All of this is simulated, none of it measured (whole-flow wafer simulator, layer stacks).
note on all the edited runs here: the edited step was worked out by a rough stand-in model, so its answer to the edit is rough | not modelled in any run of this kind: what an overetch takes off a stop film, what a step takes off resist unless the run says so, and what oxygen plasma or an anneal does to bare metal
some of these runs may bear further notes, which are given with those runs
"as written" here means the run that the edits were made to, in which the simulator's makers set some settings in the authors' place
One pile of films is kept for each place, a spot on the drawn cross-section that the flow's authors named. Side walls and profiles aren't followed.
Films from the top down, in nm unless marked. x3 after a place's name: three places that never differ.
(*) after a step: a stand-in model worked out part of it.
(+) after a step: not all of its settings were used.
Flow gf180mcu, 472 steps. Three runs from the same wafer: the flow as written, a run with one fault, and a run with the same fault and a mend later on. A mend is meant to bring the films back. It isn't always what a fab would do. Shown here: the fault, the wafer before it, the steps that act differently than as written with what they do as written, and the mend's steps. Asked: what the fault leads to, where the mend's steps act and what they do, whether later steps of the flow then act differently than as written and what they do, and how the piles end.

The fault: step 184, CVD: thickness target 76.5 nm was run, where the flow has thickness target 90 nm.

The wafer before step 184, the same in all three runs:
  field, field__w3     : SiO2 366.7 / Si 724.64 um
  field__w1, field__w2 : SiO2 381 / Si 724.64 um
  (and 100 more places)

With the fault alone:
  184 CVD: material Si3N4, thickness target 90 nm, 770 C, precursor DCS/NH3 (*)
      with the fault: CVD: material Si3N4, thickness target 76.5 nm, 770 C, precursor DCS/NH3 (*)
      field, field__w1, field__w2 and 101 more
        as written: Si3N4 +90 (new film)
        with the fault: Si3N4 +76.5 (new film)
  Later steps of the flow that act differently than as written (15 more steps differ only slightly, by at most 2% or 0.5 nm, whichever is larger, and aren't shown):
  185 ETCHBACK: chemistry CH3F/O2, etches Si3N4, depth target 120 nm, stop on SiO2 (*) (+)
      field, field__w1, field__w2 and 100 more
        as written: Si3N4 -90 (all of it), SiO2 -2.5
        with the fault: Si3N4 -76.5 (all of it), SiO2 -3.62
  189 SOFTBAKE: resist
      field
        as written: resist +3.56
        with the fault: resist -0.35
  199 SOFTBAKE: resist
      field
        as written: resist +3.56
        with the fault: resist -0.35
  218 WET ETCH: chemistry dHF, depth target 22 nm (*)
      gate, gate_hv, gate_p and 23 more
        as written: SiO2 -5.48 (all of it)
        with the fault: SiO2 -4.36 (all of it)
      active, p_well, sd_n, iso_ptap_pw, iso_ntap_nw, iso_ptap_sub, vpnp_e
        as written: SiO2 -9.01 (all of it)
        with the fault: SiO2 -7.89 (all of it)
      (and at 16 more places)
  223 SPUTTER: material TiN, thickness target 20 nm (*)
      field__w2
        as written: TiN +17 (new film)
        with the fault: TiN +17.6 (new film)
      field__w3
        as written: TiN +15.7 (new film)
        with the fault: TiN +16.5 (new film)
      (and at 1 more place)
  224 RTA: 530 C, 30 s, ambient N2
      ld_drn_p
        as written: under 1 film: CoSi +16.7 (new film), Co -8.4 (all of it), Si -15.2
        with the fault: under 1 film: CoSi +17.3 (new film), Co -8.71 (all of it), Si -15.8
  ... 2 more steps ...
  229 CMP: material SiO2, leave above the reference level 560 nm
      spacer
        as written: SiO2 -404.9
        with the fault: SiO2 -391.4
  At the end the piles differ from the flow's by more than 2% or 0.5 nm, whichever is larger, at spacer, ld_sd_n, ld_drn_p.
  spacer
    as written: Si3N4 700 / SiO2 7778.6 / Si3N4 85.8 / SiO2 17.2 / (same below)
    with the fault: Si3N4 700 / SiO2 7792.1 / Si3N4 72.3 / SiO2 17.2 / (same below)
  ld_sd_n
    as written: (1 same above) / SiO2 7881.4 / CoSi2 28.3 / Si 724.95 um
    with the fault: (1 same above) / SiO2 7881.4 / CoSi2 28.9 / Si 724.95 um
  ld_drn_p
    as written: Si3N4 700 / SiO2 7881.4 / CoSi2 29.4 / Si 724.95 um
    with the fault: Si3N4 700 / SiO2 7881.5 / CoSi2 30.5 / Si 724.95 um

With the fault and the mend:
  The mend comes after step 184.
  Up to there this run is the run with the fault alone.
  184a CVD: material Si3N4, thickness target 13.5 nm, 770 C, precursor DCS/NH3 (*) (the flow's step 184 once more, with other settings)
      field, field__w1, field__w2 and 101 more
        Si3N4 +13.5
  No later step of the flow acts differently than as written, at any place that is followed, by more than 2% or 0.5 nm, whichever is larger.
  At the end the piles are the same as the flow's at every place that both follow.
